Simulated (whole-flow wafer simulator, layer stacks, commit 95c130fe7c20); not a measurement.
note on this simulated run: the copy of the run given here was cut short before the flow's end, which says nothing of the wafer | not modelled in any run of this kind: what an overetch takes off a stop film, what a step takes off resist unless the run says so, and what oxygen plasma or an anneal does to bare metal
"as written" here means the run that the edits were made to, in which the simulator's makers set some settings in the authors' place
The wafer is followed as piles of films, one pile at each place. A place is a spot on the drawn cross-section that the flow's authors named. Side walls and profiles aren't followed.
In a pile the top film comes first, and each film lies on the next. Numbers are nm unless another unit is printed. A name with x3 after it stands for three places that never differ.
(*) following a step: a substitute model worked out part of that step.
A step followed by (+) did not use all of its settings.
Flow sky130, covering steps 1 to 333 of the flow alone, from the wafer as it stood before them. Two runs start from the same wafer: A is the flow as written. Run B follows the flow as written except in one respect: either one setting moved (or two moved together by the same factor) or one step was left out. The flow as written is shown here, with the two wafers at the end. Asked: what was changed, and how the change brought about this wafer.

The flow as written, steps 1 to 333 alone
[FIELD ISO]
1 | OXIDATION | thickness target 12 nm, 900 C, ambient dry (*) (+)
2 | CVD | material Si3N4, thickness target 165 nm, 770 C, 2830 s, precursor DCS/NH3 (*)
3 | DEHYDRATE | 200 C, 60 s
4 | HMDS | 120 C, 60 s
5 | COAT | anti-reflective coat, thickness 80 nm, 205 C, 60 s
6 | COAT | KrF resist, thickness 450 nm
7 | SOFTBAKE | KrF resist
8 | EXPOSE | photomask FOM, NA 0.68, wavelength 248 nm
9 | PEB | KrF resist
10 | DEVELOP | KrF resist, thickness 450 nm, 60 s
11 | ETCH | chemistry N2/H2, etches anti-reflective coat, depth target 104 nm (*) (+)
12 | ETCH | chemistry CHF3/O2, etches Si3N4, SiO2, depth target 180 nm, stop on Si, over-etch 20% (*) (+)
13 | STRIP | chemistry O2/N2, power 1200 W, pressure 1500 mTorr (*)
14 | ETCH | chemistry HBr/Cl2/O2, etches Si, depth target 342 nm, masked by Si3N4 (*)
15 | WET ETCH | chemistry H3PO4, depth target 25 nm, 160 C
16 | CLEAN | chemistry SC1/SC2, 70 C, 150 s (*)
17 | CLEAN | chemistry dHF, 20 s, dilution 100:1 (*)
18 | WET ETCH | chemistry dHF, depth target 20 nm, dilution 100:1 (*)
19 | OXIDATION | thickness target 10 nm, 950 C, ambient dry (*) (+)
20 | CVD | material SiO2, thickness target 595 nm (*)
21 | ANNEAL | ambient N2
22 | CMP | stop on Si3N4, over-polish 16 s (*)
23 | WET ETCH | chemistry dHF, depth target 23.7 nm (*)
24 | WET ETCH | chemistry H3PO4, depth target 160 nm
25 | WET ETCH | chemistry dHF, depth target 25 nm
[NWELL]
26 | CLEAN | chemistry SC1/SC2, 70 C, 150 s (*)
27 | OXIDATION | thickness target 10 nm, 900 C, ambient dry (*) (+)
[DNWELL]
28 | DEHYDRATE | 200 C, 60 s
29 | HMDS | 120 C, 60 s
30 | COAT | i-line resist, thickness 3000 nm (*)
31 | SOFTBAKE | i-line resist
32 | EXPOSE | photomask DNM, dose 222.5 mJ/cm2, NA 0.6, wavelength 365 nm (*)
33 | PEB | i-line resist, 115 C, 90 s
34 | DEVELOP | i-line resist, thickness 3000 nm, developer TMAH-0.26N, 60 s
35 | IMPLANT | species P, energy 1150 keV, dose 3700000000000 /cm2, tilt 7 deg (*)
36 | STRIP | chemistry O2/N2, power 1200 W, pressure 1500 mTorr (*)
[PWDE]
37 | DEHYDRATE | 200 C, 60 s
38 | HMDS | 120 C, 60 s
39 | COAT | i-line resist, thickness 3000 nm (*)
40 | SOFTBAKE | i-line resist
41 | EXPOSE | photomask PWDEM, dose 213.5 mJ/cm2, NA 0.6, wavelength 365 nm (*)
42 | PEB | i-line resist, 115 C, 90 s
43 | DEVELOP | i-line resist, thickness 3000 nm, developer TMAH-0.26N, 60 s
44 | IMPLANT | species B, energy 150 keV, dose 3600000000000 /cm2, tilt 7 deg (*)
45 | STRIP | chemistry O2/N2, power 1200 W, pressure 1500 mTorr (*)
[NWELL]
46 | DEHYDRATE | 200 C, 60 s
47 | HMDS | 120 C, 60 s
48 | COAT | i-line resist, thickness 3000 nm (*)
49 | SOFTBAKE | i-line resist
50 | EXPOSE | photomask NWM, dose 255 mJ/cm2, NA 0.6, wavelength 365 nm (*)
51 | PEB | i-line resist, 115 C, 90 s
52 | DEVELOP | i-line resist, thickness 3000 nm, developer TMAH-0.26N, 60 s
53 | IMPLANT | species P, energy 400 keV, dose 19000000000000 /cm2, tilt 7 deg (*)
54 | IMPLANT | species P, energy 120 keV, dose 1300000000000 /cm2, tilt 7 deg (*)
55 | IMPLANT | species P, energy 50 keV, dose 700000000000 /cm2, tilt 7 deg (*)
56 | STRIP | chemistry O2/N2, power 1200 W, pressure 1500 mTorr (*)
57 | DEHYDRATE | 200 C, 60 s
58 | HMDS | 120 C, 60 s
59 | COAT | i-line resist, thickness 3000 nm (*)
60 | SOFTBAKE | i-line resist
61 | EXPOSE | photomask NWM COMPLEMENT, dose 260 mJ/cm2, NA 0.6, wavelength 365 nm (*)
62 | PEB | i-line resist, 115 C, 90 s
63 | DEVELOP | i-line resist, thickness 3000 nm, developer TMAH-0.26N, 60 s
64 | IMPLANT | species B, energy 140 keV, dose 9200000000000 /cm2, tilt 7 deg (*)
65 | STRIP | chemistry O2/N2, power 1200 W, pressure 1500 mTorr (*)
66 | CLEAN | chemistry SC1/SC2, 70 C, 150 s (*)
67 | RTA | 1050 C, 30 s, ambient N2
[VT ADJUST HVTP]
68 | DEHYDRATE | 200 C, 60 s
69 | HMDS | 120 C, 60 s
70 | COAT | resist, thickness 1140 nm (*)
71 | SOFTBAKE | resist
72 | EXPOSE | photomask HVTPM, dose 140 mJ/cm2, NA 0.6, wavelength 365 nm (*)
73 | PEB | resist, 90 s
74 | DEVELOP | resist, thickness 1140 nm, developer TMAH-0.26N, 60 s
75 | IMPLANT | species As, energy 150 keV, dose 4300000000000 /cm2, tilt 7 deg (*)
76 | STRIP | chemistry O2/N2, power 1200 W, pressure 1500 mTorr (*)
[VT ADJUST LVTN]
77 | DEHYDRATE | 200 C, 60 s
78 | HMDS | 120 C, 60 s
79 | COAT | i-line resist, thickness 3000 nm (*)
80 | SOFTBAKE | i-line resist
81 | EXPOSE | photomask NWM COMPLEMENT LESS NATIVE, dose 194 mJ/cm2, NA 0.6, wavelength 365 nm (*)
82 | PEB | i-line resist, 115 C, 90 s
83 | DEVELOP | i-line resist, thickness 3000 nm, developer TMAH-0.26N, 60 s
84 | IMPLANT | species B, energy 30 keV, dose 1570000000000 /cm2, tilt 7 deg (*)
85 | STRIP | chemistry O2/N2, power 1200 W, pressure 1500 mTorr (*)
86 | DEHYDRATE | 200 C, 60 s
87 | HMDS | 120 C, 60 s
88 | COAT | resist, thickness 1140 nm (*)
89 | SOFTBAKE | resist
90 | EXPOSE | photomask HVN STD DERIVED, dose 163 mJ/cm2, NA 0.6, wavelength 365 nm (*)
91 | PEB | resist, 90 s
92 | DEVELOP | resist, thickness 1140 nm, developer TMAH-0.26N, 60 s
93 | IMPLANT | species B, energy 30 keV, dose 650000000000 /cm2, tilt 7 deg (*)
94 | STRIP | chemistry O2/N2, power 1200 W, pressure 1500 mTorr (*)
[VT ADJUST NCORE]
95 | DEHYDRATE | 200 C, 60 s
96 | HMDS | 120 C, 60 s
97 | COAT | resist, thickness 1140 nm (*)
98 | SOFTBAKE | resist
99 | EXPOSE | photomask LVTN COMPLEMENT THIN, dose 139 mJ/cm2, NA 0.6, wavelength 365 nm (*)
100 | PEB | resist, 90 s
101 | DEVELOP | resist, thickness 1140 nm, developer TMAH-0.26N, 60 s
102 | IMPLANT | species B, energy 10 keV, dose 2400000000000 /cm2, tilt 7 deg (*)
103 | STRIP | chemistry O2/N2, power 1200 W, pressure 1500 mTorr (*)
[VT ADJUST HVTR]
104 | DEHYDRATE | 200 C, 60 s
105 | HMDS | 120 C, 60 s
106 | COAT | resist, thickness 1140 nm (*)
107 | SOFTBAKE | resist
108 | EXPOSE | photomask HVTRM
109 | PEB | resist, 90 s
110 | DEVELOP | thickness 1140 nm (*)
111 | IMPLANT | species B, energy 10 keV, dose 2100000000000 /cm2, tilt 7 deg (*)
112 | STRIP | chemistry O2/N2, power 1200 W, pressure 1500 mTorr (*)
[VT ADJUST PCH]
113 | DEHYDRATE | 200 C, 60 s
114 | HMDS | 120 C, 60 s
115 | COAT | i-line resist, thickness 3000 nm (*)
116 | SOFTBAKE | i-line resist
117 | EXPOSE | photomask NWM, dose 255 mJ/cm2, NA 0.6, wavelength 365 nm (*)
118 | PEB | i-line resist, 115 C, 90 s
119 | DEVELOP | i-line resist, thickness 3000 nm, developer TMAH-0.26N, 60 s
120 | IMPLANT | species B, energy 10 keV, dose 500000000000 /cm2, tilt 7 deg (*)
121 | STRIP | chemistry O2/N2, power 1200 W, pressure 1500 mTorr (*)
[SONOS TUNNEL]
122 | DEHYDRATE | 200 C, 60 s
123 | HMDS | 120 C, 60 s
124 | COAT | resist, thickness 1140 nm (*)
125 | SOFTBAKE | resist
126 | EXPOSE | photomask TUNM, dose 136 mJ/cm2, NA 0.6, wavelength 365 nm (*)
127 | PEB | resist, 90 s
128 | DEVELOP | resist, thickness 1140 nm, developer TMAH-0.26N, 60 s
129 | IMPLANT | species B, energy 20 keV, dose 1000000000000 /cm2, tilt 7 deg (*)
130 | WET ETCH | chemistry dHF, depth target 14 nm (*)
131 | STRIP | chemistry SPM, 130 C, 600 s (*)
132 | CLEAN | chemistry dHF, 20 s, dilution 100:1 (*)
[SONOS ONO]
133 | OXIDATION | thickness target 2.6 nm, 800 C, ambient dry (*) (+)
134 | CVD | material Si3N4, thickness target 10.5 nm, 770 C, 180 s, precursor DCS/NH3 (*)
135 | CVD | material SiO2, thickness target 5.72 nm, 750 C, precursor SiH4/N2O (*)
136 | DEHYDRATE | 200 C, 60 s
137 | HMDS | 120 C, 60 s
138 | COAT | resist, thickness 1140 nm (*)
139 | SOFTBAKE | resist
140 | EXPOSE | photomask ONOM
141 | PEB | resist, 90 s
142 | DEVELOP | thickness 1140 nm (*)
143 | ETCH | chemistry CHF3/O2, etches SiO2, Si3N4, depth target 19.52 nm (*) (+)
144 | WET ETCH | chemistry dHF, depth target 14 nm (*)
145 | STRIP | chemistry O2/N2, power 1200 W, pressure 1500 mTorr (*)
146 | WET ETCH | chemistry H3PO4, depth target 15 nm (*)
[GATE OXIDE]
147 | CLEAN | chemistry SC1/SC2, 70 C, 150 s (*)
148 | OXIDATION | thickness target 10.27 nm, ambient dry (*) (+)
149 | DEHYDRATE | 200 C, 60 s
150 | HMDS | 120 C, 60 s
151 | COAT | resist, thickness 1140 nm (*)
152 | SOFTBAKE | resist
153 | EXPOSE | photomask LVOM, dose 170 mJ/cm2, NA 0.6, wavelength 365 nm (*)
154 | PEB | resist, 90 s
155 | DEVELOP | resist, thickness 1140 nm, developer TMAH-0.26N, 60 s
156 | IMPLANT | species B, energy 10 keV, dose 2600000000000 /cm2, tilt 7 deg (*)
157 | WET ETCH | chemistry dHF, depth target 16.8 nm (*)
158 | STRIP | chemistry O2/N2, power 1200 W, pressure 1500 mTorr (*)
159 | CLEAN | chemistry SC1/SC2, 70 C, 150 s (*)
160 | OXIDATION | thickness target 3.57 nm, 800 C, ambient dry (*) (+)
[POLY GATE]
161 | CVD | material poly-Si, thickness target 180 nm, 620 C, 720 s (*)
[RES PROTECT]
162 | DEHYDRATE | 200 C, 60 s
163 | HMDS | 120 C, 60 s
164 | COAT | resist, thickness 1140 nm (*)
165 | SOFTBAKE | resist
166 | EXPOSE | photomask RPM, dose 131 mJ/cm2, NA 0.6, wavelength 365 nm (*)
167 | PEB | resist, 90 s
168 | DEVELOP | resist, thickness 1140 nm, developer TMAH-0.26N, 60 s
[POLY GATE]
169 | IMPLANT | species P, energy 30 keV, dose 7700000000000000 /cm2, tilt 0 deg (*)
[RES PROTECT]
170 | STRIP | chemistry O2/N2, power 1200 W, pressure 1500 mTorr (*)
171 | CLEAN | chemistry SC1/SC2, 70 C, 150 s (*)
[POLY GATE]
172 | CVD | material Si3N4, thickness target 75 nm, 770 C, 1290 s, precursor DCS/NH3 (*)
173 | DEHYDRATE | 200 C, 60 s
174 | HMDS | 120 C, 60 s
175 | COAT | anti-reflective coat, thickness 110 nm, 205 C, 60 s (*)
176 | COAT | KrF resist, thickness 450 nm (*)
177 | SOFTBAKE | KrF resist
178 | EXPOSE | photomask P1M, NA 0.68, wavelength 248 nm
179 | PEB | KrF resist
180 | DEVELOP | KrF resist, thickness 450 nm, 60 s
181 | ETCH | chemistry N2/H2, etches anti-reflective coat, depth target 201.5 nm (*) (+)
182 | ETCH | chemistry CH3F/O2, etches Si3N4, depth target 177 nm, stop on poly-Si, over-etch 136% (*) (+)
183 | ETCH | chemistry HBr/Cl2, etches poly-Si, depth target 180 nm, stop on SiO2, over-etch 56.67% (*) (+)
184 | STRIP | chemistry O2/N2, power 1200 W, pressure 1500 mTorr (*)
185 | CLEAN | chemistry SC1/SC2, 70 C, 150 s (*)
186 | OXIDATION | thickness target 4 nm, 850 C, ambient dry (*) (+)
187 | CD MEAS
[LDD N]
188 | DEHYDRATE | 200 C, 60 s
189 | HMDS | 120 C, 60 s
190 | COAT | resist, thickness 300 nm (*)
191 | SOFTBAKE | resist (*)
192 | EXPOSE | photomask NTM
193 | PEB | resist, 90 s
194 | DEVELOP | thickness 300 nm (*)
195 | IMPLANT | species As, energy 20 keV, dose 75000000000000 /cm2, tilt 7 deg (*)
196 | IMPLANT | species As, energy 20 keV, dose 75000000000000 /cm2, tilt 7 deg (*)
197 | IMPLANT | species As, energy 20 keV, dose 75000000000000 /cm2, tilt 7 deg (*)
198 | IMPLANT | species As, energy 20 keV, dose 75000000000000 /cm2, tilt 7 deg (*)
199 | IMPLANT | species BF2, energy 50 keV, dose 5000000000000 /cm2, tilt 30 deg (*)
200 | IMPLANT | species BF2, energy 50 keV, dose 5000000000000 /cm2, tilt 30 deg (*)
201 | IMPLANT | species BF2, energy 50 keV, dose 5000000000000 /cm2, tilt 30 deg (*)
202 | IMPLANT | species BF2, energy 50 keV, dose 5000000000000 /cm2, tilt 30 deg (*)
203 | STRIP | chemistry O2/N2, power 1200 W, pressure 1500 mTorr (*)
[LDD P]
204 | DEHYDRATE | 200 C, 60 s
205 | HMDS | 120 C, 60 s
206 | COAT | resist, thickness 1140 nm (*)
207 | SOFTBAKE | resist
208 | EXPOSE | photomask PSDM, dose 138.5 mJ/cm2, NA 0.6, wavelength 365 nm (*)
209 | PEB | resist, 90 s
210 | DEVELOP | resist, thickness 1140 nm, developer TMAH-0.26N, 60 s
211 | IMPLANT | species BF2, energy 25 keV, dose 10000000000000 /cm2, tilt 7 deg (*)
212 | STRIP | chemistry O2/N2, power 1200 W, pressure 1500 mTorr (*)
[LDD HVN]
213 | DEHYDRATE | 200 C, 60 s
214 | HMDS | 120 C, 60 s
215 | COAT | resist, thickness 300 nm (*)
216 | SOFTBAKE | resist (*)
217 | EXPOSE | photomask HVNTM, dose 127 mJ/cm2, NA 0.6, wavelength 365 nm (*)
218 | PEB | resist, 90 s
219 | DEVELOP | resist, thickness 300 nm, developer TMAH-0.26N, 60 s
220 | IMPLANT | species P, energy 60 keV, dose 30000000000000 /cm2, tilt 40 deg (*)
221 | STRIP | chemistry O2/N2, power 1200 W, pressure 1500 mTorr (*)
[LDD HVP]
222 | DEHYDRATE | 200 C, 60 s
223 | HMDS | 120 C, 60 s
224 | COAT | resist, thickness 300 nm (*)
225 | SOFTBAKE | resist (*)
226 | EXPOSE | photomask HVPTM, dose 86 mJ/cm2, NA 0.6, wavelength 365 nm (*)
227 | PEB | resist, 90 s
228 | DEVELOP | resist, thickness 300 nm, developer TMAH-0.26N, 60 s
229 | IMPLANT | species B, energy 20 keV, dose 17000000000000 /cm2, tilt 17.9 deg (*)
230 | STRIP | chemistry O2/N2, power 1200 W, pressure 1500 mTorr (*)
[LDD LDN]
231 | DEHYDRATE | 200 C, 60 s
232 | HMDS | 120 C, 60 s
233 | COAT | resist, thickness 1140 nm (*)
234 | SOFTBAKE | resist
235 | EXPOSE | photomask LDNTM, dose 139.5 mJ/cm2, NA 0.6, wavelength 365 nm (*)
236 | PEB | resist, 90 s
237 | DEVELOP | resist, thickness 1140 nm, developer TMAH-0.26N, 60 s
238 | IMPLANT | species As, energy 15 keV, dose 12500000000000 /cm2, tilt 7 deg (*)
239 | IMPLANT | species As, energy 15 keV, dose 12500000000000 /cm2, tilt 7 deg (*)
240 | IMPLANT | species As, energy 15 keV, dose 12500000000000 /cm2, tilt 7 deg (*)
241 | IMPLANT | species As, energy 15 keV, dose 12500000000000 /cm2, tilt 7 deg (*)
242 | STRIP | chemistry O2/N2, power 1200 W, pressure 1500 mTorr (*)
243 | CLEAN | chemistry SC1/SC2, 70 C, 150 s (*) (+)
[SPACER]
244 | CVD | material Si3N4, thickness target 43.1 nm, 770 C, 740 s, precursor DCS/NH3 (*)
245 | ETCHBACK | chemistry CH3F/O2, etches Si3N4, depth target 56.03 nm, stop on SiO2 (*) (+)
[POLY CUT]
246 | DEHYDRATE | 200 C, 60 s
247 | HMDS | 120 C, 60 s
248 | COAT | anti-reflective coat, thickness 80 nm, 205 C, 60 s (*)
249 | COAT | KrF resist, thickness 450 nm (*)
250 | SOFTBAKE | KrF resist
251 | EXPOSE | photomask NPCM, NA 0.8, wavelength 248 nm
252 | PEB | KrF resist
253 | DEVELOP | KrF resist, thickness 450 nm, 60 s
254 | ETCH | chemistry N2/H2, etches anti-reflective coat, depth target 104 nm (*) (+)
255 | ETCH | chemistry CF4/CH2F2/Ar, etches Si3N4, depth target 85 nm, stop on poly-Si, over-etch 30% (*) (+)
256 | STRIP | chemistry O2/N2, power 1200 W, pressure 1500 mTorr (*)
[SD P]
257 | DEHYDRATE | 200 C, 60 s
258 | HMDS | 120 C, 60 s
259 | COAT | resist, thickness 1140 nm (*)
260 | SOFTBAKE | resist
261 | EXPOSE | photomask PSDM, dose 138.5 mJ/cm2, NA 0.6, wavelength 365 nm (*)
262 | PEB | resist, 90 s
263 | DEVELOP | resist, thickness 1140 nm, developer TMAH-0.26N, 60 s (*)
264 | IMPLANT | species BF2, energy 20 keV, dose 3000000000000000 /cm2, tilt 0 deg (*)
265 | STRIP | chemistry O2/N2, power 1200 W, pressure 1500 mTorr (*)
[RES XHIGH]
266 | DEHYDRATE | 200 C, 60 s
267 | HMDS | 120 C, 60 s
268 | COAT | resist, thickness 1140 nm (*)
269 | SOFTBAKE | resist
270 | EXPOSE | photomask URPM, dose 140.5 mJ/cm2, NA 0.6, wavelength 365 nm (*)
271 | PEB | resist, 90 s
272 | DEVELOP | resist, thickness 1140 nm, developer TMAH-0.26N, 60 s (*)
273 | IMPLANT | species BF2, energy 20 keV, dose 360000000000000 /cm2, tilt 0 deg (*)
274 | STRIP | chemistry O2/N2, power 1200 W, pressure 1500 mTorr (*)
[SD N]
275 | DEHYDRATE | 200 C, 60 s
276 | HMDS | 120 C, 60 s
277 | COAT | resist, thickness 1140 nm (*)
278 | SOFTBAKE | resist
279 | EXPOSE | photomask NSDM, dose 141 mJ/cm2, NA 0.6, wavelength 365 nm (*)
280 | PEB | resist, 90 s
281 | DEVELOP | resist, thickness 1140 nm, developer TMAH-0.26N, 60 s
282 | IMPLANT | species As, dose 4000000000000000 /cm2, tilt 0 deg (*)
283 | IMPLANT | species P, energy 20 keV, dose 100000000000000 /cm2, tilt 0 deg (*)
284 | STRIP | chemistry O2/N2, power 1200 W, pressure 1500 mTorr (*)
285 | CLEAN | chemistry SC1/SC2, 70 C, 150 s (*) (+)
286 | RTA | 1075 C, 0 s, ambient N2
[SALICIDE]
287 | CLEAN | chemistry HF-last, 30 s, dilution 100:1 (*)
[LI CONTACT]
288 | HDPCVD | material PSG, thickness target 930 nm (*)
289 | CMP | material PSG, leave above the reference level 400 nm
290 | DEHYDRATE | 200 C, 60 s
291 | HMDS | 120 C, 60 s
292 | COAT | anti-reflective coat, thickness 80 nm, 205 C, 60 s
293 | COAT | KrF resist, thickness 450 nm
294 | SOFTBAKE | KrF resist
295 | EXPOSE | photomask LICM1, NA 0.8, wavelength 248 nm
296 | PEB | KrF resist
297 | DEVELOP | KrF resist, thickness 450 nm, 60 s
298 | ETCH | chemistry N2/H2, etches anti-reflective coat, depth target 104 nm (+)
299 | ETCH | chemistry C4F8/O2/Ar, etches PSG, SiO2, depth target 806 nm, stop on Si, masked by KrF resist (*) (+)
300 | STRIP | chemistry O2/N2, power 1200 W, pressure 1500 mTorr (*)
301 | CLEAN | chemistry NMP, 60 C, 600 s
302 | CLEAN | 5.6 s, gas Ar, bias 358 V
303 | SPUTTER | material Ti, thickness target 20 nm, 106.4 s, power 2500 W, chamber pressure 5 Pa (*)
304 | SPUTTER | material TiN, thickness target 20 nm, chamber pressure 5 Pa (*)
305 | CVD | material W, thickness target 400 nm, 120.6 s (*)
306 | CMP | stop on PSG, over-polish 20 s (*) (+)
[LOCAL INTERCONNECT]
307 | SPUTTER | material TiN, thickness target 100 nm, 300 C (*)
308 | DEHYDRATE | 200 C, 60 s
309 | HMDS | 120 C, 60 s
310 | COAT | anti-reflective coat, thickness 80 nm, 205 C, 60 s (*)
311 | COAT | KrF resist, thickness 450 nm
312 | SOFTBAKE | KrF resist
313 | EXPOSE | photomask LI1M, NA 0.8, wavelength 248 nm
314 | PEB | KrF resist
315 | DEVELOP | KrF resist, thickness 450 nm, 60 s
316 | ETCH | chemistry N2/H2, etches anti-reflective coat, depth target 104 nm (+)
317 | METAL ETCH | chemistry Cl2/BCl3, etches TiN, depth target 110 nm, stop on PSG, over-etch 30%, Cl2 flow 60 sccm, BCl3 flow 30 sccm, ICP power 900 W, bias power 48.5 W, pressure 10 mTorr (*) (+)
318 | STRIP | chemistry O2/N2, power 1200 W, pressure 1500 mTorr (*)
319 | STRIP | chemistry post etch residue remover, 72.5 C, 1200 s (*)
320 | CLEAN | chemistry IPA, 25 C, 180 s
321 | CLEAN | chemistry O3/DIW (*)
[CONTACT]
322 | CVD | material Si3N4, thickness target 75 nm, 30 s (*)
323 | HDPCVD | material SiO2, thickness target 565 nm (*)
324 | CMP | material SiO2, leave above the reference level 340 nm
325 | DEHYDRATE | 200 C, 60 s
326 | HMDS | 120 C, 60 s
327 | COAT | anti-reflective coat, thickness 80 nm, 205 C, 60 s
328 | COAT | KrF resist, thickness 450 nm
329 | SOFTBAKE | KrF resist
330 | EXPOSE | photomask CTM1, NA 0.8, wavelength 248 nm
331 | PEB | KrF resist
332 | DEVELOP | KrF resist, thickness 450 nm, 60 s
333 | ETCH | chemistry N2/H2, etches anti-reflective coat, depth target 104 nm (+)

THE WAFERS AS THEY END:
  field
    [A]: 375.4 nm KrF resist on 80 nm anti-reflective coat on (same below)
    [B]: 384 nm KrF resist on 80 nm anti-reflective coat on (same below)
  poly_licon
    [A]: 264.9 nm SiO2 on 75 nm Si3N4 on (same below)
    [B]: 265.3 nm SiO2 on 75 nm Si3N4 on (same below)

What caused this: step 333, ETCH: depth target 88.6 nm was run, though the flow has depth target 104 nm.

How this came from the change, step by step:
  333 | ETCH | chemistry N2/H2, etches anti-reflective coat, depth target 104 nm (+)
      field, active, n_well and 184 more: A KrF resist loses 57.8 | B KrF resist loses 49.2
